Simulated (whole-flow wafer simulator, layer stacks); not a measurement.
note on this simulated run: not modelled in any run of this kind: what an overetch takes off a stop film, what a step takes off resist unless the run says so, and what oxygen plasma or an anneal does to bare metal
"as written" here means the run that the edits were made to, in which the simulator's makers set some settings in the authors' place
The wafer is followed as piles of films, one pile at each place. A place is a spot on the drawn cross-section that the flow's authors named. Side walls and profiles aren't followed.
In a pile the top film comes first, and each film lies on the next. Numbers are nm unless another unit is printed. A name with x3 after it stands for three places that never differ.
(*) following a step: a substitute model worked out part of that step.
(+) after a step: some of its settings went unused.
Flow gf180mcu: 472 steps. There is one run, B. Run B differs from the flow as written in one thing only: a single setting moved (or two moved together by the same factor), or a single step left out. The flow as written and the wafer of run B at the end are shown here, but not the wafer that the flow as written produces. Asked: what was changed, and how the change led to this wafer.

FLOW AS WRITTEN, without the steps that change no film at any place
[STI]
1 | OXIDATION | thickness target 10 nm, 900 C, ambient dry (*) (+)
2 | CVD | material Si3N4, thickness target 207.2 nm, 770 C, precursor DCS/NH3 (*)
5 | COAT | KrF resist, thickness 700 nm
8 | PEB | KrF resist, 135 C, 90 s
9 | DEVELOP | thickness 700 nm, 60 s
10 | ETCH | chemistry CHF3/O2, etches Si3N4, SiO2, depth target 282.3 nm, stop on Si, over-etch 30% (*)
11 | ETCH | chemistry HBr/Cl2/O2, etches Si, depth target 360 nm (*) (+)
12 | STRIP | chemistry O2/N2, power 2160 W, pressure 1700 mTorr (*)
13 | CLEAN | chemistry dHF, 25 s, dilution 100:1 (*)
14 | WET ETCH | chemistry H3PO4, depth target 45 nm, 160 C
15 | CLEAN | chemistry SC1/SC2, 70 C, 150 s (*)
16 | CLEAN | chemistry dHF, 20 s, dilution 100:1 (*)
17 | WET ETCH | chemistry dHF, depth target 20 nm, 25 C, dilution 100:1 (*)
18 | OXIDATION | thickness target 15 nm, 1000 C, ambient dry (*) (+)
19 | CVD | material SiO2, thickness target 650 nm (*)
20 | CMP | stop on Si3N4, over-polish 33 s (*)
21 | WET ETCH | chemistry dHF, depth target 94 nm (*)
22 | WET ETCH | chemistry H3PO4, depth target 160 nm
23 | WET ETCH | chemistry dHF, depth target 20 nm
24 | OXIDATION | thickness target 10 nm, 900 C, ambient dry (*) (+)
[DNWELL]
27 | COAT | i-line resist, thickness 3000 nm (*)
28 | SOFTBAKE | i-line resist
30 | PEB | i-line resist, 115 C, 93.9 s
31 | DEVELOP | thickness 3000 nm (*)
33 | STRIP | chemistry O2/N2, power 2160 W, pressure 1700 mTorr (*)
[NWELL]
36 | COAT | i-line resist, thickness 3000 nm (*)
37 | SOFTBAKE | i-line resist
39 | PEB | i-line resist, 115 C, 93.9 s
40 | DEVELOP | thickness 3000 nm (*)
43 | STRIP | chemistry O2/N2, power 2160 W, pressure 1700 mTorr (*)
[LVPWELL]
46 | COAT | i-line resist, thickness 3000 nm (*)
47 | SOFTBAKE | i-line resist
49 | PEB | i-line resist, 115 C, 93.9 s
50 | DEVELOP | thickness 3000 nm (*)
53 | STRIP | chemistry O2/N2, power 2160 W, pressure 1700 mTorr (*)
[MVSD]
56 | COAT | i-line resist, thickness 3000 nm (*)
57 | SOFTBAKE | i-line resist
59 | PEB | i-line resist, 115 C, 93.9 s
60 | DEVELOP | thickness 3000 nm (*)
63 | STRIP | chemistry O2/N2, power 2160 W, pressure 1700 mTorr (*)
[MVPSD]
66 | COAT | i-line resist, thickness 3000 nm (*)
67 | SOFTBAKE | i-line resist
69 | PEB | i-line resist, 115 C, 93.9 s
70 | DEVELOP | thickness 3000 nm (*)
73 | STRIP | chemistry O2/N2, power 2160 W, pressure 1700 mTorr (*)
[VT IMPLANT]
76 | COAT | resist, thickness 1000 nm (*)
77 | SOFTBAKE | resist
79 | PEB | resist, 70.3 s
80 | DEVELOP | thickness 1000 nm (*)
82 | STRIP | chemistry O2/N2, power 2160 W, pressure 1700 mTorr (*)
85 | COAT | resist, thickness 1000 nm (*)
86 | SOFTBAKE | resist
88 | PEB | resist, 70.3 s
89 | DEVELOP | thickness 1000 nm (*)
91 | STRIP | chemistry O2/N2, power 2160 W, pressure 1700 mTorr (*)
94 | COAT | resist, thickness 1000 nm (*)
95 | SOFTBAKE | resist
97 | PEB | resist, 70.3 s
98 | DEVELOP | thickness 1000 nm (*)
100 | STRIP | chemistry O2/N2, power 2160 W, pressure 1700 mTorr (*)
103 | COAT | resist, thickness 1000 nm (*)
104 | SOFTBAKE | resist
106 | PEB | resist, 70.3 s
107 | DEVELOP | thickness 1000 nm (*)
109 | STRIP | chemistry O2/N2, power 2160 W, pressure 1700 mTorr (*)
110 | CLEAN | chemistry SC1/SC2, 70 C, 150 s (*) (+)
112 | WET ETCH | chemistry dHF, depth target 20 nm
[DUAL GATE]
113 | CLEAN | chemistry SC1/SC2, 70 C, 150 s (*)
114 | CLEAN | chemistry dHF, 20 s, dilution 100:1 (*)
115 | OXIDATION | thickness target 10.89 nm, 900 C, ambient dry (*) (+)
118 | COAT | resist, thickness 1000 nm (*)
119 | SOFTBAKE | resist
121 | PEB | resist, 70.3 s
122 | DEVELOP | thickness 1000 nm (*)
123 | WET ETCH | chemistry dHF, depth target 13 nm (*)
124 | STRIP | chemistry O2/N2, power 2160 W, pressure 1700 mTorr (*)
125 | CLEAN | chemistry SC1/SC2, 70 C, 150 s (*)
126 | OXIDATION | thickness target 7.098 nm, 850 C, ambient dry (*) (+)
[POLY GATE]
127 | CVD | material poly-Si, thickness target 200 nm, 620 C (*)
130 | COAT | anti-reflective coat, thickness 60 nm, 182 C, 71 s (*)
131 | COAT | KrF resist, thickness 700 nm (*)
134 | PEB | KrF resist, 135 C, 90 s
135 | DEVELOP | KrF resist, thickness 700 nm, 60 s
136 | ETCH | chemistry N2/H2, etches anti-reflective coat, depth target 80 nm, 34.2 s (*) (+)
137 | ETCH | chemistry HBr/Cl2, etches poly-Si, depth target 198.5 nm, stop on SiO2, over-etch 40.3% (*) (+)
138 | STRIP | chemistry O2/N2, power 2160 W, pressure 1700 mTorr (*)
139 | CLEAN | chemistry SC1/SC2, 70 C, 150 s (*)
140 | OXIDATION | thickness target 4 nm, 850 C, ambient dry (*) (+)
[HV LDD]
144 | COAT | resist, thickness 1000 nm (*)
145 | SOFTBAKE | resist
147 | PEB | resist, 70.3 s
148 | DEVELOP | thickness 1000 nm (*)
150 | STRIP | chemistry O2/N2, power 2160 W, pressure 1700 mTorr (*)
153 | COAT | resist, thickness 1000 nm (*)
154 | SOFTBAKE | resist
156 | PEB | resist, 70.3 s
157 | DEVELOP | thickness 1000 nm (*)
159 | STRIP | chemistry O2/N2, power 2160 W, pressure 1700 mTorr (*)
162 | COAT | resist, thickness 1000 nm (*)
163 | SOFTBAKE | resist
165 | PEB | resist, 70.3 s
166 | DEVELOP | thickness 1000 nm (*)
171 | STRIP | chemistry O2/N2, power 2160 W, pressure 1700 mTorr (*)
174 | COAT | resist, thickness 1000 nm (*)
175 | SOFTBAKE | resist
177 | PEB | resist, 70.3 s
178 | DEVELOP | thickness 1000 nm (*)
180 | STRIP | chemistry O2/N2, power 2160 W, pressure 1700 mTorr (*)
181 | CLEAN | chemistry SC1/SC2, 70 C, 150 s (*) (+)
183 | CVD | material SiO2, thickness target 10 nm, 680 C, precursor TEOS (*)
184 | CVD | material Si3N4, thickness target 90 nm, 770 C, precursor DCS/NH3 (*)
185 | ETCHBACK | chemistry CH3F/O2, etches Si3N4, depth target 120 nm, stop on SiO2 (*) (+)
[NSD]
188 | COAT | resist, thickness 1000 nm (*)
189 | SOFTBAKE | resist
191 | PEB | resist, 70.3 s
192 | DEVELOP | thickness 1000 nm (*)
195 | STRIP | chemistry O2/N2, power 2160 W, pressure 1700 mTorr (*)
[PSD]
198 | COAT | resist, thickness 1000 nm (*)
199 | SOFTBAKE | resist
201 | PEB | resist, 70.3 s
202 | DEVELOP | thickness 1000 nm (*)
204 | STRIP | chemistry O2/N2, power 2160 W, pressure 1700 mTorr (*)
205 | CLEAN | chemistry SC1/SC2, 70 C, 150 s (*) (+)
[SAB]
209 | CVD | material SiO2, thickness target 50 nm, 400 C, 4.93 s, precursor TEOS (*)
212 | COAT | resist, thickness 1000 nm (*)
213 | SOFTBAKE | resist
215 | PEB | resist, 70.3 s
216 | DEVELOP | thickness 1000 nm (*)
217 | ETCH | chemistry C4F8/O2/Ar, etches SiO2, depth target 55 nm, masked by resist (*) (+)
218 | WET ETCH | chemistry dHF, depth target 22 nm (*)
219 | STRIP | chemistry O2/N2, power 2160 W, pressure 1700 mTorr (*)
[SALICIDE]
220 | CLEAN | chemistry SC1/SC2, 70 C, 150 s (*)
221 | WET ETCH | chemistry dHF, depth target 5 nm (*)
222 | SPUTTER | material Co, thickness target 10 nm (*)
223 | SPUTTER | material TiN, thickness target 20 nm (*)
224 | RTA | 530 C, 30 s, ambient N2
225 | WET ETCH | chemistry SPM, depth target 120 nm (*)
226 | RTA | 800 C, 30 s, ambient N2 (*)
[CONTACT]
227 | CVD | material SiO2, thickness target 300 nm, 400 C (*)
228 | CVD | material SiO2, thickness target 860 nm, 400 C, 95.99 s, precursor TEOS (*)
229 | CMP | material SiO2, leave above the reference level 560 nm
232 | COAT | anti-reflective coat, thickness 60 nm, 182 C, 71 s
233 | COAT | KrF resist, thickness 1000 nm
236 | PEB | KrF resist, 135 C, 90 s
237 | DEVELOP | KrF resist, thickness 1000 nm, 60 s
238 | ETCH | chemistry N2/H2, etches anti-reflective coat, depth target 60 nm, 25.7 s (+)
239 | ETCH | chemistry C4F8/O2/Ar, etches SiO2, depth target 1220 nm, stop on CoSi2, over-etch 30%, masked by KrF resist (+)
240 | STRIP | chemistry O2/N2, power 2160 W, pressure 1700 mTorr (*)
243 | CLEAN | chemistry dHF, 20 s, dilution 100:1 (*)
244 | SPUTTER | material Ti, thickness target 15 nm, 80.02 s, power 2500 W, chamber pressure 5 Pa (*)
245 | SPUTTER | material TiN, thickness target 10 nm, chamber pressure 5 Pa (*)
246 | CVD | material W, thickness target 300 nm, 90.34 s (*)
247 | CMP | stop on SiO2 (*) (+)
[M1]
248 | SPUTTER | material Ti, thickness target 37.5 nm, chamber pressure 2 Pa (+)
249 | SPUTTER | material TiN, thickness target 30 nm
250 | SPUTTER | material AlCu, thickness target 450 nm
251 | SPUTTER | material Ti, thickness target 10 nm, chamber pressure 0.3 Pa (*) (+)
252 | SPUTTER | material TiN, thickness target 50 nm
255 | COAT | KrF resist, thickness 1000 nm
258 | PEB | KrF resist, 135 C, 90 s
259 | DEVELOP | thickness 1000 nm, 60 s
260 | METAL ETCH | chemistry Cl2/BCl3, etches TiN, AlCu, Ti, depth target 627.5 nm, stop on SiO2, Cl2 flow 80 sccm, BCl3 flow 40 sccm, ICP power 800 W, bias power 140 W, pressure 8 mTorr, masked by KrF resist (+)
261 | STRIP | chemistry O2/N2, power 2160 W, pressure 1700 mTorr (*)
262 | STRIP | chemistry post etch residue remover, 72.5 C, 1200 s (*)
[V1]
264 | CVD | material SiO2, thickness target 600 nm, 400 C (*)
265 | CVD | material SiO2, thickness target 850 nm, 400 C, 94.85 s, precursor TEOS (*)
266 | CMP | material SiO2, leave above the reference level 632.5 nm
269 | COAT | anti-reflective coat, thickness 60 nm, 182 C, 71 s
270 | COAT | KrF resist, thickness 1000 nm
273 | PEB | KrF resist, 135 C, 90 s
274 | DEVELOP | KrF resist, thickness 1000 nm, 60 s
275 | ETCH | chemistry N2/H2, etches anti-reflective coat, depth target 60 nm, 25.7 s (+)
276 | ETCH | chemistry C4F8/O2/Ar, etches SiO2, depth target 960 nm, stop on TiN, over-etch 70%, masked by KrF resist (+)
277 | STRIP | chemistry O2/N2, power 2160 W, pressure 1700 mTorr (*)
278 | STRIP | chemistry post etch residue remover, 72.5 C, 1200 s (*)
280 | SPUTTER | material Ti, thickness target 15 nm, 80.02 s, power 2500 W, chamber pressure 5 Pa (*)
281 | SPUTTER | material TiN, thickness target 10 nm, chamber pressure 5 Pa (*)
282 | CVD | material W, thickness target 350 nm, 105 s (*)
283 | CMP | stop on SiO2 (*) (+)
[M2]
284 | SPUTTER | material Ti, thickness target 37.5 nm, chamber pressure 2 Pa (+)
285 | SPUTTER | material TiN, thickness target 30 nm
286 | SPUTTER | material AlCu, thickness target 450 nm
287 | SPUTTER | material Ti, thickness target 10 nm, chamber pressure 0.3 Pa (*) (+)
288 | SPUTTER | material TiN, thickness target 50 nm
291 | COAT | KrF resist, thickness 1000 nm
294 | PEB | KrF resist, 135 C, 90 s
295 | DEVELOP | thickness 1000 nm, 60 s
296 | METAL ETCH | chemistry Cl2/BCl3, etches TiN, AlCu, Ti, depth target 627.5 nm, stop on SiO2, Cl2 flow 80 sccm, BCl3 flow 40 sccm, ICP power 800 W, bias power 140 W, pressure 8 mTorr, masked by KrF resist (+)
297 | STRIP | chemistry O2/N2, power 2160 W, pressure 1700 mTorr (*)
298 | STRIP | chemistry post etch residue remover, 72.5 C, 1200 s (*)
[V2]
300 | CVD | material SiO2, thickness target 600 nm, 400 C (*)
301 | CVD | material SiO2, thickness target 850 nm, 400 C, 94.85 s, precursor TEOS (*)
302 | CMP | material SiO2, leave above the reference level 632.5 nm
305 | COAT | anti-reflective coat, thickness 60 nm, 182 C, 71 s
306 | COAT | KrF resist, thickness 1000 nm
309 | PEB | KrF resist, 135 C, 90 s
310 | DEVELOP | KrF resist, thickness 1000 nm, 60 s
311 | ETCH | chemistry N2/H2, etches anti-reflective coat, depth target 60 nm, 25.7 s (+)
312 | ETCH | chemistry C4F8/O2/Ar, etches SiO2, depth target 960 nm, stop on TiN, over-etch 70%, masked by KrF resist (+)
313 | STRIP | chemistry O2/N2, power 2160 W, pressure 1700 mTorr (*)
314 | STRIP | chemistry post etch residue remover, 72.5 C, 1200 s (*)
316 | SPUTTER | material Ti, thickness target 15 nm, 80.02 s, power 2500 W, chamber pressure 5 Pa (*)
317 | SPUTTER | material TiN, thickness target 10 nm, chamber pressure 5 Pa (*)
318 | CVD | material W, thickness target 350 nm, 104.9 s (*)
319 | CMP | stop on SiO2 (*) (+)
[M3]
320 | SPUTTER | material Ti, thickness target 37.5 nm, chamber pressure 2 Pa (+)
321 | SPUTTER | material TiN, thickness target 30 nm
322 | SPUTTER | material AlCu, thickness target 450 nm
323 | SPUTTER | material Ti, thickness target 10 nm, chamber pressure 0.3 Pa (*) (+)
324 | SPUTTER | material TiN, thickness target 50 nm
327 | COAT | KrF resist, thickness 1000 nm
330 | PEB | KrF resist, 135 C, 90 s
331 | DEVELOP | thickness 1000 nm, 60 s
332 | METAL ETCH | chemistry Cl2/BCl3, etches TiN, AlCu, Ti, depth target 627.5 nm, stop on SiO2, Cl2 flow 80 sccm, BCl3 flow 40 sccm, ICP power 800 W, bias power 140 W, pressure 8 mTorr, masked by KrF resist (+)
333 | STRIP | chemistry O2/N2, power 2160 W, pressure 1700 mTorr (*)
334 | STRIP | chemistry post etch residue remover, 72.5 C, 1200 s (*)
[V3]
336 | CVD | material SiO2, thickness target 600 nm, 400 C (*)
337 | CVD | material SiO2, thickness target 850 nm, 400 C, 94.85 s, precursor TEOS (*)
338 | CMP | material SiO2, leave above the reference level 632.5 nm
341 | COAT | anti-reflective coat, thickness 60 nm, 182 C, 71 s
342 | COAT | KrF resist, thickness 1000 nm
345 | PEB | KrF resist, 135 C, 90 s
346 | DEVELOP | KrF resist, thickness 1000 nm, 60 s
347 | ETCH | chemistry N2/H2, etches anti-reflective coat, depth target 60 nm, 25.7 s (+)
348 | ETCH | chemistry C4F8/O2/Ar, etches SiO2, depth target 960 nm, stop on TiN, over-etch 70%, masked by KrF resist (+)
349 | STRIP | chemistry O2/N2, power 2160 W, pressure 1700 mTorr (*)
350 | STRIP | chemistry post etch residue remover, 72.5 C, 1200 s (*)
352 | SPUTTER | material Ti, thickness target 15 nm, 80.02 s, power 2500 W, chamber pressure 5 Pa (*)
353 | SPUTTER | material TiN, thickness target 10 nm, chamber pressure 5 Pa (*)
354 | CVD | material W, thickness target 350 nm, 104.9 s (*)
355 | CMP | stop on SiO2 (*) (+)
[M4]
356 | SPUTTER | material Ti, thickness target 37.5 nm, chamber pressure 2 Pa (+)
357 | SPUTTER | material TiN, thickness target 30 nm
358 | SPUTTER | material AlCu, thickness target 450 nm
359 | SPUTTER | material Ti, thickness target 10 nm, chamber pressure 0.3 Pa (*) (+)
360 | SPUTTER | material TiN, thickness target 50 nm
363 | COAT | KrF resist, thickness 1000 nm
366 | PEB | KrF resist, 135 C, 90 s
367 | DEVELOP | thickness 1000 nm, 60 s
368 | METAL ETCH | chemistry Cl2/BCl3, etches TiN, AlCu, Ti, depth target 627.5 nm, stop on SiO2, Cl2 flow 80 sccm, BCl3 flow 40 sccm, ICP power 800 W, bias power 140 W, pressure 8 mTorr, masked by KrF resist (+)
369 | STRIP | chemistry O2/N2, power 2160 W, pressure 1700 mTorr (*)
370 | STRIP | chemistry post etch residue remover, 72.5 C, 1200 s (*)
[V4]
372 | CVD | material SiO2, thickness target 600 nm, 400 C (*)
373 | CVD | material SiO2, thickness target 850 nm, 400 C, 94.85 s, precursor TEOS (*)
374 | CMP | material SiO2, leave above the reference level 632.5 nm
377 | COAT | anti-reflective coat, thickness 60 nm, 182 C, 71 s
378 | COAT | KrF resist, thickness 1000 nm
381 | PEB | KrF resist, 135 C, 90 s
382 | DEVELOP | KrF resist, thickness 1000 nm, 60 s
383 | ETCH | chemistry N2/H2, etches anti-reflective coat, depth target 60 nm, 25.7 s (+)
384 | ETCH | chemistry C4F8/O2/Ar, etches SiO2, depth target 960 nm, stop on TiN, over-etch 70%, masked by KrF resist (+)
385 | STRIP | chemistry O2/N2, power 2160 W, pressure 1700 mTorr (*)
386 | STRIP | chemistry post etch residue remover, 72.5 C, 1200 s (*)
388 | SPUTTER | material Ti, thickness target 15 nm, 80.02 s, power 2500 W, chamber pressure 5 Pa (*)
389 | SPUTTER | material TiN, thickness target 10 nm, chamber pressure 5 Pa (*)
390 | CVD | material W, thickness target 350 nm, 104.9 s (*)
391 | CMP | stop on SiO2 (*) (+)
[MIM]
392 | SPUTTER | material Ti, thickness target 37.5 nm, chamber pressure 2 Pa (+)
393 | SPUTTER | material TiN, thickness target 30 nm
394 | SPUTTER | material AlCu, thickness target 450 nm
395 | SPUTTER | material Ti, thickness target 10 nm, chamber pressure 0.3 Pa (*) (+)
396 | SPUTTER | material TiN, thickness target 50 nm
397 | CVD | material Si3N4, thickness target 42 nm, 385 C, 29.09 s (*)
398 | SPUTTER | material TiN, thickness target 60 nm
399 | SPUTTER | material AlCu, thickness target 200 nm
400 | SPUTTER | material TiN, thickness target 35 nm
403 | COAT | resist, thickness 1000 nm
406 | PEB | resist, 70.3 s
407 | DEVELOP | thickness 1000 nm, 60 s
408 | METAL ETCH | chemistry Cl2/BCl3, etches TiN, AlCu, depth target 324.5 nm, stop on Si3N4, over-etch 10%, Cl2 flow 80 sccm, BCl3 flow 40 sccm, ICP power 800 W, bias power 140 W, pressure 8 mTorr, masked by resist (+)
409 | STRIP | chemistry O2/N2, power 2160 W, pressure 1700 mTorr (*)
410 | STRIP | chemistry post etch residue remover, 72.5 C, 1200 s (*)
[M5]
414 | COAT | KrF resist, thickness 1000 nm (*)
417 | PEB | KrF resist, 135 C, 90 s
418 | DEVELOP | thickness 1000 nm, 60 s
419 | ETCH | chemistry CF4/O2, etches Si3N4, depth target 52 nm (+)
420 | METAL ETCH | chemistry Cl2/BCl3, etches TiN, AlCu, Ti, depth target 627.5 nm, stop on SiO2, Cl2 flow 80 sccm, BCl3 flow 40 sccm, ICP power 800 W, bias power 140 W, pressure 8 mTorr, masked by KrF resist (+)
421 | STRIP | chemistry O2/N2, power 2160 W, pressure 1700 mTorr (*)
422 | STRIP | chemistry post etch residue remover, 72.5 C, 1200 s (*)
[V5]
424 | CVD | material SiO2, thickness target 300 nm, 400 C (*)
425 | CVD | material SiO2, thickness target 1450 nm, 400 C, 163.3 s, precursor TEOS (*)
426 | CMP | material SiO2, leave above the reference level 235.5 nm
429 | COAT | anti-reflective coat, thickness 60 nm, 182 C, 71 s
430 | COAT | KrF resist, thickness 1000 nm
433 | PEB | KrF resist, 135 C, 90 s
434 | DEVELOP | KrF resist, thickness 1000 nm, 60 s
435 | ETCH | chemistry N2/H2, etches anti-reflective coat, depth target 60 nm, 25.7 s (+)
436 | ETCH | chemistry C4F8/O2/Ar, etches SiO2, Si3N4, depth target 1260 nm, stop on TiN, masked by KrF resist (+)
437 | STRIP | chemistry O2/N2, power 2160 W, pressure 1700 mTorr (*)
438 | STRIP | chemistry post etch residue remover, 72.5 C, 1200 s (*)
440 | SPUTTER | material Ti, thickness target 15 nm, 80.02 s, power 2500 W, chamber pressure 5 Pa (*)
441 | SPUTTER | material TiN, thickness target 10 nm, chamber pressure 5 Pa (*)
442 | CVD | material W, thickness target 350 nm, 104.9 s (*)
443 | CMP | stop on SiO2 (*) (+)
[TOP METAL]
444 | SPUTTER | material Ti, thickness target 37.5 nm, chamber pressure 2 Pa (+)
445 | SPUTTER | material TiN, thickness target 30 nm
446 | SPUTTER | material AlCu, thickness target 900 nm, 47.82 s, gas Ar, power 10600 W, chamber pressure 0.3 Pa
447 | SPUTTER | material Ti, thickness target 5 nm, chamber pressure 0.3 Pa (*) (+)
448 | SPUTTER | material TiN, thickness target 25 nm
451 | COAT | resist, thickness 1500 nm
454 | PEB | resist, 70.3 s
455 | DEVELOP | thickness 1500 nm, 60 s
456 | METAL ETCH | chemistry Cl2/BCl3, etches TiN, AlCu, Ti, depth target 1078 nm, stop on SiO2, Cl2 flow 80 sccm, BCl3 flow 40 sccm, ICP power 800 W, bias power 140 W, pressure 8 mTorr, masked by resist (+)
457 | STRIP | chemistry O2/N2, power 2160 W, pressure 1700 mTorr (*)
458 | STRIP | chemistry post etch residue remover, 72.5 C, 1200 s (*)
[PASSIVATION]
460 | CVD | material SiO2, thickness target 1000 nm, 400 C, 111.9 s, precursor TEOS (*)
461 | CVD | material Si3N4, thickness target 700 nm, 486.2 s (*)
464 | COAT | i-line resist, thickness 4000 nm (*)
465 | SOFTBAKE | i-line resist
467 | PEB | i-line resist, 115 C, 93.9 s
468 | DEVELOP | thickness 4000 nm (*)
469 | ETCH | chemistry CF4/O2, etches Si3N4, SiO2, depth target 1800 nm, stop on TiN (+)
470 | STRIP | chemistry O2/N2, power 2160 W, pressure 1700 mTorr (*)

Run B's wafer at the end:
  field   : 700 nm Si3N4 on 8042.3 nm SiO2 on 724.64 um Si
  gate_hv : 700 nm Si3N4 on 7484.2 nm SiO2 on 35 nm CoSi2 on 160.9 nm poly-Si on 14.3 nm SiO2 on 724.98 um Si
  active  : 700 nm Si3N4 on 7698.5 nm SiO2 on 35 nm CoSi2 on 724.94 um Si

What caused this: step 229, CMP: leave above the reference level 375 nm was run, though the flow has leave above the reference level 560 nm.

The path from the change to this, step by step:
  229 | CMP | material SiO2, leave above the reference level 560 nm
      gate_hv, gate_nat, ld_gate_n and 11 more: SiO2 loses 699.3 (it would be, as written: SiO2 loses 514.3)
      ldn_sep__w1, ldn_sep__w2, ldn_dft and 8 more: SiO2 loses 496 (it would be, as written: SiO2 loses 311)
      (as well as at 86 more places)
  239 | ETCH | chemistry C4F8/O2/Ar, etches SiO2, depth target 1220 nm, stop on CoSi2, over-etch 30%, masked by KrF resist (+)
      field, field__w1, field__w2 and 105 more: KrF resist loses 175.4 (it would be, as written: KrF resist loses 223.5)
      polyc_n, polyc_p: SiO2 loses 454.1 (all of it) (it would be, as written: SiO2 loses 639.1 (all of it))
      (as well as at 1 more place)
  240 | STRIP | chemistry O2/N2, power 2160 W, pressure 1700 mTorr (*)
      field, field__w1, field__w2 and 105 more: KrF resist loses 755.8 (all of it), anti-reflective coat loses 60 (all of it) (it would be, as written: KrF resist loses 707.7 (all of it), anti-reflective coat loses 60 (all of it))
  244 | SPUTTER | material Ti, thickness target 15 nm, 80.02 s, power 2500 W, chamber pressure 5 Pa (*)
      contact: Ti gains 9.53 (new film) (it would be, as written: Ti gains 8.55 (new film))
  245 | SPUTTER | material TiN, thickness target 10 nm, chamber pressure 5 Pa (*)
      contact: TiN gains 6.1 (new film) (it would be, as written: TiN gains 5.48 (new film))
  246 | CVD | material W, thickness target 300 nm, 90.34 s (*)
      polyc_n, polyc_p: W gains 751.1 (new film) (it would be, as written: W gains 936.1 (new film))
      contact: W gains 980.9 (new film) (it would be, as written: W gains 1167.5 (new film))
